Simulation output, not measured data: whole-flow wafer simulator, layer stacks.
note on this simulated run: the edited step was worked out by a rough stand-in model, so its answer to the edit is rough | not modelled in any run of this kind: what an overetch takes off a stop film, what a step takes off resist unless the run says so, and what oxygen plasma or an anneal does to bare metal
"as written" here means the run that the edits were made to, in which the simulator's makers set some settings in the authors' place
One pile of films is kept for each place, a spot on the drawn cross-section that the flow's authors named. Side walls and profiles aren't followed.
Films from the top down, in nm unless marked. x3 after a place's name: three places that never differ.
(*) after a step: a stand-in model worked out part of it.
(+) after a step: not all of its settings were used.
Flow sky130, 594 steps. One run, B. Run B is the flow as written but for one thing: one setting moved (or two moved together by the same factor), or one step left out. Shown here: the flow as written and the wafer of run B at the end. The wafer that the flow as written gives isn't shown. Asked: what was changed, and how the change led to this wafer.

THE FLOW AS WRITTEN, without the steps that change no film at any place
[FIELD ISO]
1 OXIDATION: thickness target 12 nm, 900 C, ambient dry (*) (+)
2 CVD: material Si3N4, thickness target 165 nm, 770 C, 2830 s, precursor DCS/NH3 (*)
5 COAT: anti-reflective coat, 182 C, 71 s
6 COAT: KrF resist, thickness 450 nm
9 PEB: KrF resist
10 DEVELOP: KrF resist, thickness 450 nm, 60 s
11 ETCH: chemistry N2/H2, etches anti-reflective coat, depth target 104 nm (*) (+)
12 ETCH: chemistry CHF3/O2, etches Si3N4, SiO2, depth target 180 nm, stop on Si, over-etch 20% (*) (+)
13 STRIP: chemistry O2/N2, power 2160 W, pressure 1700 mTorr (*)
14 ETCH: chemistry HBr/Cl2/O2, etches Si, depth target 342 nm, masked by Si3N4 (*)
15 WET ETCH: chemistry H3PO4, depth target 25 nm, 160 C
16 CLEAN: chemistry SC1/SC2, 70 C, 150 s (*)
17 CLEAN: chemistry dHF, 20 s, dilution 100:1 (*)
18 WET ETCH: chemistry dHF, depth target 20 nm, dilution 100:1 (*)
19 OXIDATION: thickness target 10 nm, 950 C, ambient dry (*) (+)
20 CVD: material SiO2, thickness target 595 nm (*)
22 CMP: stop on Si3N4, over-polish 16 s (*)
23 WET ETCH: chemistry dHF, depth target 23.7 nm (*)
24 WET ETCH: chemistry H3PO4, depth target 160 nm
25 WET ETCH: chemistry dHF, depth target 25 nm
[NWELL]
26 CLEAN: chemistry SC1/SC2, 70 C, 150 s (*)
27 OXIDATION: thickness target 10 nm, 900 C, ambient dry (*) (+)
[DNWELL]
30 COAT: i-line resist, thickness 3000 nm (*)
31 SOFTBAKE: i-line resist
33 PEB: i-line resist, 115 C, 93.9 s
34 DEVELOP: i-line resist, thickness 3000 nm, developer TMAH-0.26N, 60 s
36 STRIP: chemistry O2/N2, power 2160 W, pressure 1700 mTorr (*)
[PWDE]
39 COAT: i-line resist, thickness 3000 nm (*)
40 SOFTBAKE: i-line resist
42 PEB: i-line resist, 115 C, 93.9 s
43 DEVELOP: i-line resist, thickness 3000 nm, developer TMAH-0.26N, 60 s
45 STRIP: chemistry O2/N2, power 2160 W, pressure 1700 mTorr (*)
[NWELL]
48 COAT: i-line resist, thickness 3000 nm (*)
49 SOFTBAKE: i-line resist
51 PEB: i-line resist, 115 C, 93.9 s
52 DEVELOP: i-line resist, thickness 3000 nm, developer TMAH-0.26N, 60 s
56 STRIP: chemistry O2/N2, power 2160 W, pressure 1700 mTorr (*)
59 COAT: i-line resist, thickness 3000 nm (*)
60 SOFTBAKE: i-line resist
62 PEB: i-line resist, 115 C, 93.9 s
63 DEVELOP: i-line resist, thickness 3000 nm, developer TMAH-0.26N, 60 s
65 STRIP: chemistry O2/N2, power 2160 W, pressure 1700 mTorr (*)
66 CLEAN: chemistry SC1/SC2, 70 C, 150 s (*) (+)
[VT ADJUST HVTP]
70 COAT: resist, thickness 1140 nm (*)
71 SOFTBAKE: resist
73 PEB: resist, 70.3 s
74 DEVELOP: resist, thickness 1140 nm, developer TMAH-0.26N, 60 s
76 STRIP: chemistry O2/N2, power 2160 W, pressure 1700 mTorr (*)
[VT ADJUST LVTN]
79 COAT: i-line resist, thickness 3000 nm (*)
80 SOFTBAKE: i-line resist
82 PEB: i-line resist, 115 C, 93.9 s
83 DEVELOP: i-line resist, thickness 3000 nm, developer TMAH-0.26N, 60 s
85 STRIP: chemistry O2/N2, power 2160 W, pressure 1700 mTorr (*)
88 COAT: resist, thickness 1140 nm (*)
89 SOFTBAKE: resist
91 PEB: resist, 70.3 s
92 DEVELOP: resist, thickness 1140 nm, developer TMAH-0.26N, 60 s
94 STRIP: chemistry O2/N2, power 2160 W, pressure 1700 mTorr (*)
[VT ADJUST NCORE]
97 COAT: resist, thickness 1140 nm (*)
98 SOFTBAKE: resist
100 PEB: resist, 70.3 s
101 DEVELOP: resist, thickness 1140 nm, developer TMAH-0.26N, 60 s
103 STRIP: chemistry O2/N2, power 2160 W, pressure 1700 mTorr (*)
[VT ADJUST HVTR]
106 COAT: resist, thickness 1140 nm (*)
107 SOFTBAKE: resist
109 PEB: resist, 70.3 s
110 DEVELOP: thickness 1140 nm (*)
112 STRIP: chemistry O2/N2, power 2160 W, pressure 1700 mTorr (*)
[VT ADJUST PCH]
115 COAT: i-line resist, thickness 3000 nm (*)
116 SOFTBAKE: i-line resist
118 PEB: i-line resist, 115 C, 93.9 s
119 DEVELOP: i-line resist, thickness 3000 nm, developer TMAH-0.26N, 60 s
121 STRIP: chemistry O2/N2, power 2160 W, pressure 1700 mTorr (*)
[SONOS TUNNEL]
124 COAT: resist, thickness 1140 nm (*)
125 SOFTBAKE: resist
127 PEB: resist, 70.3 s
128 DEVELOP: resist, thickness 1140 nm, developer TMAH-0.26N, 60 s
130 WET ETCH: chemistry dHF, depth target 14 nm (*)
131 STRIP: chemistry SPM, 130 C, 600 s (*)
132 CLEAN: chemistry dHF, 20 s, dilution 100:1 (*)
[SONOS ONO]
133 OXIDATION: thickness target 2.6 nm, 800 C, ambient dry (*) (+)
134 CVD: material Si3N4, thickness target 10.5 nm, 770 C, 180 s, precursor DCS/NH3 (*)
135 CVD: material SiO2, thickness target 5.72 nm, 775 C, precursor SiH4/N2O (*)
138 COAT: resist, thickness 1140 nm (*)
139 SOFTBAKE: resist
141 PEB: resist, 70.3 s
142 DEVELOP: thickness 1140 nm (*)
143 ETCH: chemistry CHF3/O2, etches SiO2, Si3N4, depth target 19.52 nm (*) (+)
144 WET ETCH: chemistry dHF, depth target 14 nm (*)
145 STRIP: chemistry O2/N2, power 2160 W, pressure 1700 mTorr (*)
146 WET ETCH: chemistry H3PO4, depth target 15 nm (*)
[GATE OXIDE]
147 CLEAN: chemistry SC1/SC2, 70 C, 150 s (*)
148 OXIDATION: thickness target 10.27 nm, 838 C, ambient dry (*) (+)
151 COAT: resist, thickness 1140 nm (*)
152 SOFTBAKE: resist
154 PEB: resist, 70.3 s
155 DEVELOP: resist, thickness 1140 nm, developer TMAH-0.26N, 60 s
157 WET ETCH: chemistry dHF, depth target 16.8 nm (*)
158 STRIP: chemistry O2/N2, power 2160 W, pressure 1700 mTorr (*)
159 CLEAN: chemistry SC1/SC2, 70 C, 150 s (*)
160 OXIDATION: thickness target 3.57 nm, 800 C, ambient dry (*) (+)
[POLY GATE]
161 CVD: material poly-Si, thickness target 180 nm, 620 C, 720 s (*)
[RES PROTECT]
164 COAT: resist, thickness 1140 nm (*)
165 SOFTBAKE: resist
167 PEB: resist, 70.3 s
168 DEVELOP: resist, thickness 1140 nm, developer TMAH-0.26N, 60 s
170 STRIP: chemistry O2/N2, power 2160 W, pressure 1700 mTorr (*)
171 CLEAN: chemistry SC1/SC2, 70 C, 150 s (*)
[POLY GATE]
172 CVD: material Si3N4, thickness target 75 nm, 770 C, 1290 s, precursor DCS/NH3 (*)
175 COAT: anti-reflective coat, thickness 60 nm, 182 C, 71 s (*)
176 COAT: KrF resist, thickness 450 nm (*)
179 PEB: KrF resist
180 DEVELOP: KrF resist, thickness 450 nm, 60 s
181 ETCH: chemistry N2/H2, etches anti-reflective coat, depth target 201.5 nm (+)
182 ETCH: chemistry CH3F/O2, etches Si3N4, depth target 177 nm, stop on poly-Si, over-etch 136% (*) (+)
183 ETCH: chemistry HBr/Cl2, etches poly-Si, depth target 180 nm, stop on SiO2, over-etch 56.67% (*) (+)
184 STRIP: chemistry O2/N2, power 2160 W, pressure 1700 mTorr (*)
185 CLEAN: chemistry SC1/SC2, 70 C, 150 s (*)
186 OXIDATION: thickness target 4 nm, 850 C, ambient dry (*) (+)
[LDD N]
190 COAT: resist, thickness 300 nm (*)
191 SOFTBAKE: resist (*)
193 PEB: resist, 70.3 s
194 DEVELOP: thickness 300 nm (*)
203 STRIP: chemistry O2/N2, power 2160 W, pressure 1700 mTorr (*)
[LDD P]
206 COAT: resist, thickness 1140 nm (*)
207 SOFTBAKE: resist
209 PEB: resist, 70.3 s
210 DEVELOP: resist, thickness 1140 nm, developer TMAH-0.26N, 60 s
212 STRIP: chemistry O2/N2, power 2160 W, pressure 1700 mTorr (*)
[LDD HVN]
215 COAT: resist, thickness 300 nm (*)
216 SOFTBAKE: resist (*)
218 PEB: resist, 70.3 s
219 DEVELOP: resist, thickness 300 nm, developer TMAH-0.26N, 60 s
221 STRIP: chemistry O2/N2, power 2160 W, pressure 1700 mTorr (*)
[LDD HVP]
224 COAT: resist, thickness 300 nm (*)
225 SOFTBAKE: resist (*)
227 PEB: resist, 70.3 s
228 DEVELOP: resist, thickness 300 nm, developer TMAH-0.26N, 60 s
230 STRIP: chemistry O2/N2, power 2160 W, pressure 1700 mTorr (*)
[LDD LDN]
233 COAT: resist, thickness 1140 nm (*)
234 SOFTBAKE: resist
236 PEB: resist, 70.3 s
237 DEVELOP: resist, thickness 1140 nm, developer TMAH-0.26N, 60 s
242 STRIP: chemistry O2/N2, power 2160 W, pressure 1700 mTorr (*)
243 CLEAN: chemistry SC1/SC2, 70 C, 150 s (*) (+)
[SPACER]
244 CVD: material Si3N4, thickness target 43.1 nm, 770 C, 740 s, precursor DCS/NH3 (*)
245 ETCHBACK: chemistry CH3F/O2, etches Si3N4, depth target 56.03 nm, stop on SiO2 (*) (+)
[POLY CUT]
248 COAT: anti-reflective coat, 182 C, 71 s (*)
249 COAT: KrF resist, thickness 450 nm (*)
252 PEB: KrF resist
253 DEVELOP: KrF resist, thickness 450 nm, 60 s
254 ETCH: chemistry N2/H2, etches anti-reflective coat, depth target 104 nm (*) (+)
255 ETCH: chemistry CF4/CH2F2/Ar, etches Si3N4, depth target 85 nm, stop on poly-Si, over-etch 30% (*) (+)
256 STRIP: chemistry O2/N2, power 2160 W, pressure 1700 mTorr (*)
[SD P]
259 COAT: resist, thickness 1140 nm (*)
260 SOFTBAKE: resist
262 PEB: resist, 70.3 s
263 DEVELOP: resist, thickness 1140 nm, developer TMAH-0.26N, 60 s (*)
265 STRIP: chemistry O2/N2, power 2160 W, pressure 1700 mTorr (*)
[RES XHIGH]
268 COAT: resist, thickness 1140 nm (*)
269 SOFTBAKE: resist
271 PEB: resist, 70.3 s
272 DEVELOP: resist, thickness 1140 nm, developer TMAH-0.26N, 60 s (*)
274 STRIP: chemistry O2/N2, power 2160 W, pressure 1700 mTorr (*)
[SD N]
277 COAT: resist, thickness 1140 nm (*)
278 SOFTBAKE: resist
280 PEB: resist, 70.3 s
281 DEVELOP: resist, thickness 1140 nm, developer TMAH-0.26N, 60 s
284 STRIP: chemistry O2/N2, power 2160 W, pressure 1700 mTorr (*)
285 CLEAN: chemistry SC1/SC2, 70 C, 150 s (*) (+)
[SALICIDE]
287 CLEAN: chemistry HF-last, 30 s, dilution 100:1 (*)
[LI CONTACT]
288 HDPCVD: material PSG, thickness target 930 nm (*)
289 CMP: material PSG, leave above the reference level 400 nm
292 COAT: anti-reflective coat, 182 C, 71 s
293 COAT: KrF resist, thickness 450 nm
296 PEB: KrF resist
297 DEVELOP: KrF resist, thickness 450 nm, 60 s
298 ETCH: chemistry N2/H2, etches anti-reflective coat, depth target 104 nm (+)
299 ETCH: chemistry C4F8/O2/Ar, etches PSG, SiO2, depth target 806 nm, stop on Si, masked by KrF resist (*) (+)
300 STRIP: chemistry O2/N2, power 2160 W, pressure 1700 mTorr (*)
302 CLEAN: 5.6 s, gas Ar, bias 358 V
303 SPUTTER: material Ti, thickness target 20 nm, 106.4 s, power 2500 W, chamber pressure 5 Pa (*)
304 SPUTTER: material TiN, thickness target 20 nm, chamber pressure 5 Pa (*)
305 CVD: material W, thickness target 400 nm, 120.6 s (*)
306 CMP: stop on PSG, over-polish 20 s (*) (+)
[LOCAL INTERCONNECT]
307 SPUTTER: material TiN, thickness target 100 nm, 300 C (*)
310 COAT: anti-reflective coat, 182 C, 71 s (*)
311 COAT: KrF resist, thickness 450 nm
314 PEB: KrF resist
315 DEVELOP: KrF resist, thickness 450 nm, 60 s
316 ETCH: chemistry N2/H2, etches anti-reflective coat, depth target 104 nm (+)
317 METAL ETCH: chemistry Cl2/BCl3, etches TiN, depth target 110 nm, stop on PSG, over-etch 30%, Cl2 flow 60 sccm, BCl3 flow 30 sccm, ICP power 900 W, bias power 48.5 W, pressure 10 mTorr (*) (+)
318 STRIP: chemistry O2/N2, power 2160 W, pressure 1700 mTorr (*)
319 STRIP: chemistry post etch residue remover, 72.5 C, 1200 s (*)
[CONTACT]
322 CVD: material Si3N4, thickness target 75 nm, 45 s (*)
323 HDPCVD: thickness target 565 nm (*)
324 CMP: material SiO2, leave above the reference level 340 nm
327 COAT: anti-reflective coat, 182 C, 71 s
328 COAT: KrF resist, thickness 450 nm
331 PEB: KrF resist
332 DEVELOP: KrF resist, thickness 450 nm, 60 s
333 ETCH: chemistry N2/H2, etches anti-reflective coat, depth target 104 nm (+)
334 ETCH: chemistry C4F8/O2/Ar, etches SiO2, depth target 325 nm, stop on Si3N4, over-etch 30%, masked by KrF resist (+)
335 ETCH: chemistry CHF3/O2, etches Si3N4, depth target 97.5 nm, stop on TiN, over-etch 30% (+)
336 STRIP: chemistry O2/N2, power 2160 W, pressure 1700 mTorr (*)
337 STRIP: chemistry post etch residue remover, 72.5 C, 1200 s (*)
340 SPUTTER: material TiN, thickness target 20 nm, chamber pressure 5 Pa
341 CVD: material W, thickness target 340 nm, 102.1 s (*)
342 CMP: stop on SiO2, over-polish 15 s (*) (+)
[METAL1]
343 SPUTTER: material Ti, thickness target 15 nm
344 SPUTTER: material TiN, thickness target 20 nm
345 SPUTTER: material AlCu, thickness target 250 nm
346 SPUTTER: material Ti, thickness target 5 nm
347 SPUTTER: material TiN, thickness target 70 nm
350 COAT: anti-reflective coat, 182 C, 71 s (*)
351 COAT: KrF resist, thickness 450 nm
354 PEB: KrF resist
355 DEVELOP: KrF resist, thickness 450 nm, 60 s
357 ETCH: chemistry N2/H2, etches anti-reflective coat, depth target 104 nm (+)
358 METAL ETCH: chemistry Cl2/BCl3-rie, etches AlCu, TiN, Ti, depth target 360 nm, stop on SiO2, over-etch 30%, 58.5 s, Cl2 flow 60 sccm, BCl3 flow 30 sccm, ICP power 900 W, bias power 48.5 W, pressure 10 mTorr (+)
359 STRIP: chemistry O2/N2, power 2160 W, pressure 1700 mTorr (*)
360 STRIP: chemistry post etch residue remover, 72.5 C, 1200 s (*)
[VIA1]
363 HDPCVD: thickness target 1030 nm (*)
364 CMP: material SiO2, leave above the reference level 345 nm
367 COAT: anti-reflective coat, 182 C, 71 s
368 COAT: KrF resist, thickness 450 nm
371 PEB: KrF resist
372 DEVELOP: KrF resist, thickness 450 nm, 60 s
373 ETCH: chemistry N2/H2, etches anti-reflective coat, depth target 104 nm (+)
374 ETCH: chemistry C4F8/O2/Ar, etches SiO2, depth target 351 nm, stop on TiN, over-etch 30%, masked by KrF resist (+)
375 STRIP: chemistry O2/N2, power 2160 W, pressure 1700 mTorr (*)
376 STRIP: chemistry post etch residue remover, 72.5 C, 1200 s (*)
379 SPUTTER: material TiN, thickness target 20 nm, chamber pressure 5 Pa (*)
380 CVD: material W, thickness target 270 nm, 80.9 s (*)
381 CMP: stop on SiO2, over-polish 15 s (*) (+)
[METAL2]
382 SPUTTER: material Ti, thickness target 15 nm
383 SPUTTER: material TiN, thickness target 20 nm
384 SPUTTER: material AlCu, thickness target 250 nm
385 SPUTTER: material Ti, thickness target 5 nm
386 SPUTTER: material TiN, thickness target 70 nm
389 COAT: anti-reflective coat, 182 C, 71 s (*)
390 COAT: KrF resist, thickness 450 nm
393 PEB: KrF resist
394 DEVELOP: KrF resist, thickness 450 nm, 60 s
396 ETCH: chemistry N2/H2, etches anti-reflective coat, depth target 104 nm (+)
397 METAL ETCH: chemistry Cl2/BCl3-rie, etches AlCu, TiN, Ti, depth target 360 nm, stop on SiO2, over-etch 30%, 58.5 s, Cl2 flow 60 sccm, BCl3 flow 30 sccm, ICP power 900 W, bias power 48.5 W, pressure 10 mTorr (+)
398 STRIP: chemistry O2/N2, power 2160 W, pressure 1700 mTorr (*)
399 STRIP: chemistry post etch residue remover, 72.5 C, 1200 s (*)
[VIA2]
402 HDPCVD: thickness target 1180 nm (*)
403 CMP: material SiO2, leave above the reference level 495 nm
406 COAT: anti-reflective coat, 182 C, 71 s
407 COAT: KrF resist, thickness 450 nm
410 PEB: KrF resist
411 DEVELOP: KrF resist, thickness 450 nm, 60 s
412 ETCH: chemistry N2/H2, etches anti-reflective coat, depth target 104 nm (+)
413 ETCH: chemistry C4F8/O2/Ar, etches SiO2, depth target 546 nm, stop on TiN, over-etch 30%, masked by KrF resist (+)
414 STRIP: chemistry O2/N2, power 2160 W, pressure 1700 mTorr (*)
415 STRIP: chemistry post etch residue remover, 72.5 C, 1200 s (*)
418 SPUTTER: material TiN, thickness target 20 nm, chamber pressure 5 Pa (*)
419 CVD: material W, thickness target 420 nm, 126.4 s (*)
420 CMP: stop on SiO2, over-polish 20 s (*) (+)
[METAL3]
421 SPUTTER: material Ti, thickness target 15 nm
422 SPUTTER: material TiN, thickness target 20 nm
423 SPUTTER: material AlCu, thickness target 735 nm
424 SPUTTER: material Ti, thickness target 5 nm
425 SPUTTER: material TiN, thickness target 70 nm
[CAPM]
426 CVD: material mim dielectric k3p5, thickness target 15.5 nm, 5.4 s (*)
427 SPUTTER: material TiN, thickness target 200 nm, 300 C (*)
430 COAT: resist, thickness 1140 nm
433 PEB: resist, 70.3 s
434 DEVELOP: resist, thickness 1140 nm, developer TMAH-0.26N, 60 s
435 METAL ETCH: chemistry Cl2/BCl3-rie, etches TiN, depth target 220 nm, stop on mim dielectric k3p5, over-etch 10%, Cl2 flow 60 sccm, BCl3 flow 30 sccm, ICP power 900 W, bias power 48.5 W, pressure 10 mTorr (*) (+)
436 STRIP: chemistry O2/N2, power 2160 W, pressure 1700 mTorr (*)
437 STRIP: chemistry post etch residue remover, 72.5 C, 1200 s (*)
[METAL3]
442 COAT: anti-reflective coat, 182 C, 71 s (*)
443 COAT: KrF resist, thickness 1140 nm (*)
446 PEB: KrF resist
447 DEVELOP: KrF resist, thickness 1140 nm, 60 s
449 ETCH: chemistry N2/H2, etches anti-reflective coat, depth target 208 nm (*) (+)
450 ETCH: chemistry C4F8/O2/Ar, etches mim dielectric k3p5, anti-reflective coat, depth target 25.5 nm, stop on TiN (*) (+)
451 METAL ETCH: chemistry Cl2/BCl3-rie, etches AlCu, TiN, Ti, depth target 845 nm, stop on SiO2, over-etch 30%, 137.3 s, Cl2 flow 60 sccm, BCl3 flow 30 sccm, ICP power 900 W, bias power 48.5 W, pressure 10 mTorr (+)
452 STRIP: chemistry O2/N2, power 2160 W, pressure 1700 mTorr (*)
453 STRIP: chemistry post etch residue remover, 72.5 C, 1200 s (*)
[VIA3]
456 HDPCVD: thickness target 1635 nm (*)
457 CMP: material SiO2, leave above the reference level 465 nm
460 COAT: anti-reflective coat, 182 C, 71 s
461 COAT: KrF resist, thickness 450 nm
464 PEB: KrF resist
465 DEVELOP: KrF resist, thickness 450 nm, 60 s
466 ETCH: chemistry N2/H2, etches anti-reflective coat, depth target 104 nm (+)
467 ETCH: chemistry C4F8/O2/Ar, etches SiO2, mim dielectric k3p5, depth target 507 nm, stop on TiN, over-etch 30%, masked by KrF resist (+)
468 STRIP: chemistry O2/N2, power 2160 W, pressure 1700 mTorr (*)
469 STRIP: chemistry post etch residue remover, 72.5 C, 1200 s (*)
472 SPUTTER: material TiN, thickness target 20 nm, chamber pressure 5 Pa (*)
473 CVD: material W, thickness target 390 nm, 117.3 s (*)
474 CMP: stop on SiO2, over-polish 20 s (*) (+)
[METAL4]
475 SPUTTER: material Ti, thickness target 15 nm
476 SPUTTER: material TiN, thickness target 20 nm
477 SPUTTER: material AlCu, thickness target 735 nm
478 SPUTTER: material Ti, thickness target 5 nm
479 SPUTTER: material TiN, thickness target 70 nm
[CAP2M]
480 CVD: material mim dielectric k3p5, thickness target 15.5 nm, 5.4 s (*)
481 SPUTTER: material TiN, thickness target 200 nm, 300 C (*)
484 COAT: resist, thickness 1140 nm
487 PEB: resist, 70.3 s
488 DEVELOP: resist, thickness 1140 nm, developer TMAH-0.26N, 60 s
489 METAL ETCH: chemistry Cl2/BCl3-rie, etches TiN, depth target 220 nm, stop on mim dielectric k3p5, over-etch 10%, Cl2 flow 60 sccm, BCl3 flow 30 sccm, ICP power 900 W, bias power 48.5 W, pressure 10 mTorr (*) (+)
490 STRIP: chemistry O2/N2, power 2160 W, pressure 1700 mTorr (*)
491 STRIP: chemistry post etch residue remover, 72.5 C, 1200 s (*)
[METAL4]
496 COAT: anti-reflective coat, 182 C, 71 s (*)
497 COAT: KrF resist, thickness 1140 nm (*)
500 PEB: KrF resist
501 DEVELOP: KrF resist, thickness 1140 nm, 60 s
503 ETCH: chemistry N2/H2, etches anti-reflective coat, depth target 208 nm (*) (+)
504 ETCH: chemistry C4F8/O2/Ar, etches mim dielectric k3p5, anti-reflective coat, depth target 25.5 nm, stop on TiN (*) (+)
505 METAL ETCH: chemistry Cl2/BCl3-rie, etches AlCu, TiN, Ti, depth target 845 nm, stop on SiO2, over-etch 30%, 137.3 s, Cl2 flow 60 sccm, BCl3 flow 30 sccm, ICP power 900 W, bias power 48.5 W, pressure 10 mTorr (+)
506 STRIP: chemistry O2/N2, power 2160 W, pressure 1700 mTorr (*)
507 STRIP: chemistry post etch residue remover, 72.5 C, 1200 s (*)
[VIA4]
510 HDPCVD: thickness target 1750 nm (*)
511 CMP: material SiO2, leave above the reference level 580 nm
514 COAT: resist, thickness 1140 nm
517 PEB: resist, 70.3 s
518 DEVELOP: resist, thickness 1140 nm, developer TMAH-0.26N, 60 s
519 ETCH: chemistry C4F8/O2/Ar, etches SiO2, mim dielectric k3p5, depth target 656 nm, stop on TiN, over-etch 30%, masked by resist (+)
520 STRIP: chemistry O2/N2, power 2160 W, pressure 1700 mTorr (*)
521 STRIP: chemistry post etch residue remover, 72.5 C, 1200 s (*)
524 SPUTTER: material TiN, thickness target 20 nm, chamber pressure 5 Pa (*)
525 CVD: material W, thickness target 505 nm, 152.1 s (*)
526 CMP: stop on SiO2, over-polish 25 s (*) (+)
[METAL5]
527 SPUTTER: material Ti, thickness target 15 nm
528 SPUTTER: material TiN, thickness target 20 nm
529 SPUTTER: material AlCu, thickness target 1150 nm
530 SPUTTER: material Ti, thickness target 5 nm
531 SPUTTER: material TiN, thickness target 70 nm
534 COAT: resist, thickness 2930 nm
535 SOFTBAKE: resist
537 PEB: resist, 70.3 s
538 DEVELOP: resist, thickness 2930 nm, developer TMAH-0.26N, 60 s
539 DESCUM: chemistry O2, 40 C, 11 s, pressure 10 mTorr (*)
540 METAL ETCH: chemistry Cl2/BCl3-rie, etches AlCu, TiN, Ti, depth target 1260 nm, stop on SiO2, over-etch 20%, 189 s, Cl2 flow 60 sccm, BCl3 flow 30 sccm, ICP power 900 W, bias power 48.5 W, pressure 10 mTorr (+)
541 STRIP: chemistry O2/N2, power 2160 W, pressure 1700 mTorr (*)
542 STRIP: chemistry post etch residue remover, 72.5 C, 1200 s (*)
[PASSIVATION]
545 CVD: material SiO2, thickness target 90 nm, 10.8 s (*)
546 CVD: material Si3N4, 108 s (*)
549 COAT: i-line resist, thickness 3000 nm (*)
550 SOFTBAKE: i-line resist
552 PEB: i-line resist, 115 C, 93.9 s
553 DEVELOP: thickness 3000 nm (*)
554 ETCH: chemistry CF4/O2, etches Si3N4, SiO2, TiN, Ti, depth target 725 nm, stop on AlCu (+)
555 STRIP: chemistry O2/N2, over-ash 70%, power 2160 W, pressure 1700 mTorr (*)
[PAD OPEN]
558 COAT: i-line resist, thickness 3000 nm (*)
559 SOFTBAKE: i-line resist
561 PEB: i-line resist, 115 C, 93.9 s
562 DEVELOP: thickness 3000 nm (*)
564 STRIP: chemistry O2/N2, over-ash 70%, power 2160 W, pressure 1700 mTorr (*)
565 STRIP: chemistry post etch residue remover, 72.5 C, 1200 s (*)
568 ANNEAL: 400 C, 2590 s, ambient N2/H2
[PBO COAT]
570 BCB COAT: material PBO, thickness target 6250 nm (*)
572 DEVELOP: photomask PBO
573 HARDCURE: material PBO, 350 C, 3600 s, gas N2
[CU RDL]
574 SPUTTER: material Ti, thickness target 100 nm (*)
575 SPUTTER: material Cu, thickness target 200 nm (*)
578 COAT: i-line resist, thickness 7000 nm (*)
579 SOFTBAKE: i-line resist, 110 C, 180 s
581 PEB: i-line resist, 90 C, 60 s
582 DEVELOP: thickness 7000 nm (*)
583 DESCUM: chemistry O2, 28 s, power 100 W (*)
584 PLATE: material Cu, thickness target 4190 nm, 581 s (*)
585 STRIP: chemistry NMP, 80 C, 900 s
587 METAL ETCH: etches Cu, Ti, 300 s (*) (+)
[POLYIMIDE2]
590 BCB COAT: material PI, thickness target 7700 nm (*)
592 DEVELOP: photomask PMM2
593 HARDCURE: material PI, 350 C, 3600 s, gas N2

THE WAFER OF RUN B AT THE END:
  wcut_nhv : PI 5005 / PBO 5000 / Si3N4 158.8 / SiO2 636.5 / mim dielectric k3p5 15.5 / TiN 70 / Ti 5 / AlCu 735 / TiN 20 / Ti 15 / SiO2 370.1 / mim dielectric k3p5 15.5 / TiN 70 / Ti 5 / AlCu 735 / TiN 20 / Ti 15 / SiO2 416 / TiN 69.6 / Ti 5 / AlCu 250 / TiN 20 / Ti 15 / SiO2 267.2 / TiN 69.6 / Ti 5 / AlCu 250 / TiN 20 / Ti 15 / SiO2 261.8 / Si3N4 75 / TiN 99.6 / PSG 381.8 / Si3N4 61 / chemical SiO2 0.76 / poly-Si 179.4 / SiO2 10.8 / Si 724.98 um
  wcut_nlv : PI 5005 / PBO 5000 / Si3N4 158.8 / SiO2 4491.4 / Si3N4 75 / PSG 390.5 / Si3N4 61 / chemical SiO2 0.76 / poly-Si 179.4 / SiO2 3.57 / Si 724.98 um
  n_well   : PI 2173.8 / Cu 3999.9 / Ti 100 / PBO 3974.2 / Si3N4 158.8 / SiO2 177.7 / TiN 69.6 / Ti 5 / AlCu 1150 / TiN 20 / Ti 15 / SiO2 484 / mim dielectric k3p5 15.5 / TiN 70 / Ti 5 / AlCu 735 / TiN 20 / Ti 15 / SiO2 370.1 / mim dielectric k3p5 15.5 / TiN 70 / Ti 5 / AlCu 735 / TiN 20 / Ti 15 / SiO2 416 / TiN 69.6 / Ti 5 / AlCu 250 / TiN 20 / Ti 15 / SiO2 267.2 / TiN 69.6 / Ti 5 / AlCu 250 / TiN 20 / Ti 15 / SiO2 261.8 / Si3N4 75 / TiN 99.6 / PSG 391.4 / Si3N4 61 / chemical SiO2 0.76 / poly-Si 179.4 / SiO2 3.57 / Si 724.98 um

The cause: step 545, CVD: thickness target 129 nm was run, where the flow has thickness target 90 nm; step 545, CVD: 15.4 s was run, where the flow has 10.8 s.

How the change led to this, step by step:
  545 CVD: material SiO2, thickness target 90 nm, 10.8 s (*)
      field, active, gate and 175 more: SiO2 +177.7 (as written it would be: SiO2 +125.2)
      n_well, p_well, sd_n and 12 more: SiO2 +177.7 (new film) (as written it would be: SiO2 +125.2 (new film))
  550 SOFTBAKE: i-line resist
      gate_p_lvt, iso_guard_hv_nw: i-line resist +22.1 (as written it would be: i-line resist +20.6)
      active: i-line resist +13.1 (as written it would be: i-line resist +12)
      (and at 57 more places)
  554 ETCH: chemistry CF4/O2, etches Si3N4, SiO2, TiN, Ti, depth target 725 nm, stop on AlCu (+)
      field, active, n_well and 189 more: i-line resist -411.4 (as written it would be: i-line resist -358.9)
      pad: Si3N4 -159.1 (all of it), SiO2 -177.7 (all of it), TiN -69.6 (all of it), Ti -5 (all of it) (as written it would be: Si3N4 -159.1 (all of it), SiO2 -125.2 (all of it), TiN -69.6 (all of it), Ti -5 (all of it))
  555 STRIP: chemistry O2/N2, over-ash 70%, power 2160 W, pressure 1700 mTorr (*)
      gate_hv, dice_street, iso_guard and 83 more: i-line resist -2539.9 (all of it) (as written it would be: i-line resist -2592.4 (all of it))
      n_well, p_well, sd_n, sd_p: i-line resist -1288.3 (all of it) (as written it would be: i-line resist -1340.8 (all of it))
      (and at 29 more places)
  558 COAT: i-line resist, thickness 3000 nm (*)
      pad: i-line resist +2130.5 (new film) (as written it would be: i-line resist +2077.7 (new film))
  559 SOFTBAKE: i-line resist
      gate_p_lvt, iso_guard_hv_nw: i-line resist +22.1 (as written it would be: i-line resist +20.6)
      field: i-line resist +13.7 (as written it would be: i-line resist +12.5)
      (and at 64 more places)
  561 PEB: i-line resist, 115 C, 93.9 s
      pad: i-line resist -33.1 (as written it would be: i-line resist -32.2)
  562 DEVELOP: thickness 3000 nm (*)
      pad: i-line resist -2097.4 (all of it) (as written it would be: i-line resist -2045.5 (all of it))
  578 COAT: i-line resist, thickness 7000 nm (*)
      pad: i-line resist +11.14 um (new film) (as written it would be: i-line resist +11.08 um (new film))
  579 SOFTBAKE: i-line resist, 110 C, 180 s
      rpo_hd_licon, mim2: i-line resist -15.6 (as written it would be: i-line resist -14.9)
      mim: i-line resist -17.7 (as written it would be: i-line resist -16.8)
      (and at 27 more places)
  582 DEVELOP: thickness 7000 nm (*)
      pad: i-line resist -11.14 um (all of it) (as written it would be: i-line resist -11.08 um (all of it))
